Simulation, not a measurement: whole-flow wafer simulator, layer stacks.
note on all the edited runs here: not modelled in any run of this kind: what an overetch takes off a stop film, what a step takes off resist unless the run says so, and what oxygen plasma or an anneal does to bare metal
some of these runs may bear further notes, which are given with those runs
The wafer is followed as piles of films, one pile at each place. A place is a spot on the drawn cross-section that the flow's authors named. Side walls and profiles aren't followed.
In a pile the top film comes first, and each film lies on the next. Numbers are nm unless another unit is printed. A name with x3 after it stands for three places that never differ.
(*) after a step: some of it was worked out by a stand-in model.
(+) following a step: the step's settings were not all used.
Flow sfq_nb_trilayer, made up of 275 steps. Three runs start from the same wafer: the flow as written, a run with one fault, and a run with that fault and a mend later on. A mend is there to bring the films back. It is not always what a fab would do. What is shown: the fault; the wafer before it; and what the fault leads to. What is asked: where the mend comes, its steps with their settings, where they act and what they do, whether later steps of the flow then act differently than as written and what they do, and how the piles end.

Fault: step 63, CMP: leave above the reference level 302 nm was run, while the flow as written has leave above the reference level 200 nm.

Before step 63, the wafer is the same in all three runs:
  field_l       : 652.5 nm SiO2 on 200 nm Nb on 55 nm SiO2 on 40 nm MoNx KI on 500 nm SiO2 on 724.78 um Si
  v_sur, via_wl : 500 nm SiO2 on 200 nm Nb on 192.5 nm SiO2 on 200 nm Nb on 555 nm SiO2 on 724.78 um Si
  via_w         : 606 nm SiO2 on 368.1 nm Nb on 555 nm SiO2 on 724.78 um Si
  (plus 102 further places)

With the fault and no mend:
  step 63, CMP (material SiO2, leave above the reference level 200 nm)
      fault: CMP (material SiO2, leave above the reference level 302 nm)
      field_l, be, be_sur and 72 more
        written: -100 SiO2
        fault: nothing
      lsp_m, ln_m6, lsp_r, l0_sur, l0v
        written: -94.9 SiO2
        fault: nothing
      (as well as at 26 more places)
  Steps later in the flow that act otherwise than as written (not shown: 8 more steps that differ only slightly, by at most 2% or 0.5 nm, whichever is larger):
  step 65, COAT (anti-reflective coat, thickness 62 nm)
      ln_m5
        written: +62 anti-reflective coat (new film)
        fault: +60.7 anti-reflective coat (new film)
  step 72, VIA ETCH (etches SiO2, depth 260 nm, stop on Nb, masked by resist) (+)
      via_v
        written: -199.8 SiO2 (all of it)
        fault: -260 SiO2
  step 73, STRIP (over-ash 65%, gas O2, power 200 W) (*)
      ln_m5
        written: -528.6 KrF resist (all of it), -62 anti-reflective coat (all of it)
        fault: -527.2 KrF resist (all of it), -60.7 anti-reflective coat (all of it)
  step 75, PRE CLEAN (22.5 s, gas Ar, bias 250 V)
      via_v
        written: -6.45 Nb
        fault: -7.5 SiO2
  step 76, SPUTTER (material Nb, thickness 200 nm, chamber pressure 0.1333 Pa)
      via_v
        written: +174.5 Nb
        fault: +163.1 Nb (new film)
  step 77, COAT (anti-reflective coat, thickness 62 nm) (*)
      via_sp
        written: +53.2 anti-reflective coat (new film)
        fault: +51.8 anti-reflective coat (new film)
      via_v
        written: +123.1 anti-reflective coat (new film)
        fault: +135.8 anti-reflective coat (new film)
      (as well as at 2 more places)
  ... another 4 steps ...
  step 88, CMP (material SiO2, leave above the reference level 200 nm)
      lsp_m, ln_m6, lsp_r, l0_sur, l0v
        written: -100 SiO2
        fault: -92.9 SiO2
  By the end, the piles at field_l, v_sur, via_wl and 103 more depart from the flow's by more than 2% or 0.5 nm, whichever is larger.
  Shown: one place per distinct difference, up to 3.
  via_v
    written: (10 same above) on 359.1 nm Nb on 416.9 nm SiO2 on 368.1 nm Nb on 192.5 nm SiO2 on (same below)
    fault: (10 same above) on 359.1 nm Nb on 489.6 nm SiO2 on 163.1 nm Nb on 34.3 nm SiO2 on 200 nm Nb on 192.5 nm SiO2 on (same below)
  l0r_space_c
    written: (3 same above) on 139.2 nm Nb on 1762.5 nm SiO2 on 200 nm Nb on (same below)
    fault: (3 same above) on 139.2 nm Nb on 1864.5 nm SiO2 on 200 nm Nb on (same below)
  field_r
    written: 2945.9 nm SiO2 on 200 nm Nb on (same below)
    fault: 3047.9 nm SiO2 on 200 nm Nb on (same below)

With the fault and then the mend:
  The mend follows step 64.
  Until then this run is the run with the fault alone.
  step 64a, CMP (material SiO2, leave above the reference level 200 nm) (the flow's step 63, run once more)
      field_l, be, be_sur and 72 more
        -100 SiO2
      v_sur, via_wl, via_w and 23 more
        -102 SiO2
      lsp_m, ln_m6, lsp_r, l0_sur, l0v
        -94.9 SiO2
  Later steps of the flow that are run all act as written at every place that is followed.
  At every place that both follow, the piles at the end match the flow's.
